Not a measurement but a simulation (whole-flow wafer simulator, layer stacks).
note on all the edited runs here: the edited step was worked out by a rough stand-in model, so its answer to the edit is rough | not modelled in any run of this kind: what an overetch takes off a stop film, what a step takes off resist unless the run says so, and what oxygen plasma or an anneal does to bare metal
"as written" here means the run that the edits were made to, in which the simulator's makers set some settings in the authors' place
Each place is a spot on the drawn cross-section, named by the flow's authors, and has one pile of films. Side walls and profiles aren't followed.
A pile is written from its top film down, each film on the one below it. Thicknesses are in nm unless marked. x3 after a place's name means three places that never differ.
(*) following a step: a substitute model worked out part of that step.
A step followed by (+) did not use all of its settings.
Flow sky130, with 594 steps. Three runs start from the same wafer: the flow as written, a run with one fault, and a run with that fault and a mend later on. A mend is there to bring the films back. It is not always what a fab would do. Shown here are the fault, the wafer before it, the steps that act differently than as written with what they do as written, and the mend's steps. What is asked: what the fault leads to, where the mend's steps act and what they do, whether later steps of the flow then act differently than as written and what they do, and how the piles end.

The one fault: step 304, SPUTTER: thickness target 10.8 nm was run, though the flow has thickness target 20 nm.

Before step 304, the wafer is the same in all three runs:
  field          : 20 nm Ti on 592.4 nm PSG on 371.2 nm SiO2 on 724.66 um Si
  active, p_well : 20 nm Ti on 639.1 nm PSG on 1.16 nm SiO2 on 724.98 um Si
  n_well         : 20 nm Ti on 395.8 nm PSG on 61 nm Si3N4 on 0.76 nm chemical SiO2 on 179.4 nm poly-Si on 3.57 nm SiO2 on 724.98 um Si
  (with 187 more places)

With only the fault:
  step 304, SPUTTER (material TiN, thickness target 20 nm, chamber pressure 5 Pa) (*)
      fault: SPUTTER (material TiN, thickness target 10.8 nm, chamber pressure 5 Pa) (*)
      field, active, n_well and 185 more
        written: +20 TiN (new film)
        fault: +10.8 TiN (new film)
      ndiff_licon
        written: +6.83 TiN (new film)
        fault: +3.74 TiN (new film)
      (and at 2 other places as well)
  Steps further on in the flow that do not act as written (7 other steps are not shown; they differ only slightly, by no more than 2% or 0.5 nm, whichever is larger):
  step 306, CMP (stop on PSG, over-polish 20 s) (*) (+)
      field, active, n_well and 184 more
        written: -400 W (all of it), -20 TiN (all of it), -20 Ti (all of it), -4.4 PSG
        fault: -400 W (all of it), -10.8 TiN (all of it), -20 Ti (all of it), -4.4 PSG
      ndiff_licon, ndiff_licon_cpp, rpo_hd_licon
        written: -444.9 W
        fault: -435.7 W
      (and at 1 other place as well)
  The piles end different from the flow's at poly_licon, ndiff_licon, ndiff_licon_cpp, rpo_hd_licon by more than 2% or 0.5 nm, whichever is larger.
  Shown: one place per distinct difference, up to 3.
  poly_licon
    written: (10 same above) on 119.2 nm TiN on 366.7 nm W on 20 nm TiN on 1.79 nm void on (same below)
    fault: (10 same above) on 119.2 nm TiN on 375.9 nm W on 10.8 nm TiN on 1.79 nm void on (same below)
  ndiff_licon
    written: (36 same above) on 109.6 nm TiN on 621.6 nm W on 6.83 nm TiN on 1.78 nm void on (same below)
    fault: (36 same above) on 109.6 nm TiN on 624.7 nm W on 3.74 nm TiN on 1.78 nm void on (same below)
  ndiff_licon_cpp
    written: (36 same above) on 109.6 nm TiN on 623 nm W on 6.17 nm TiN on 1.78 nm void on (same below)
    fault: (36 same above) on 109.6 nm TiN on 625.8 nm W on 3.38 nm TiN on 1.78 nm void on (same below)

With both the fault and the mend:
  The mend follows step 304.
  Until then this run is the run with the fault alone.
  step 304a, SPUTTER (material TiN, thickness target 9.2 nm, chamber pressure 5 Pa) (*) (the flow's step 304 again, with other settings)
      field, active, n_well and 185 more
        +9.2 TiN
      ndiff_licon
        +3.09 TiN
      ndiff_licon_cpp
        +2.79 TiN
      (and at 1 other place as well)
  Every later step of the flow that is run acts as written, at every place that is followed, to within 2% or 0.5 nm, whichever is larger.
  At the end the piles are close to the flow's at the places that both follow, differing by at most 2% or 0.5 nm, whichever is larger.
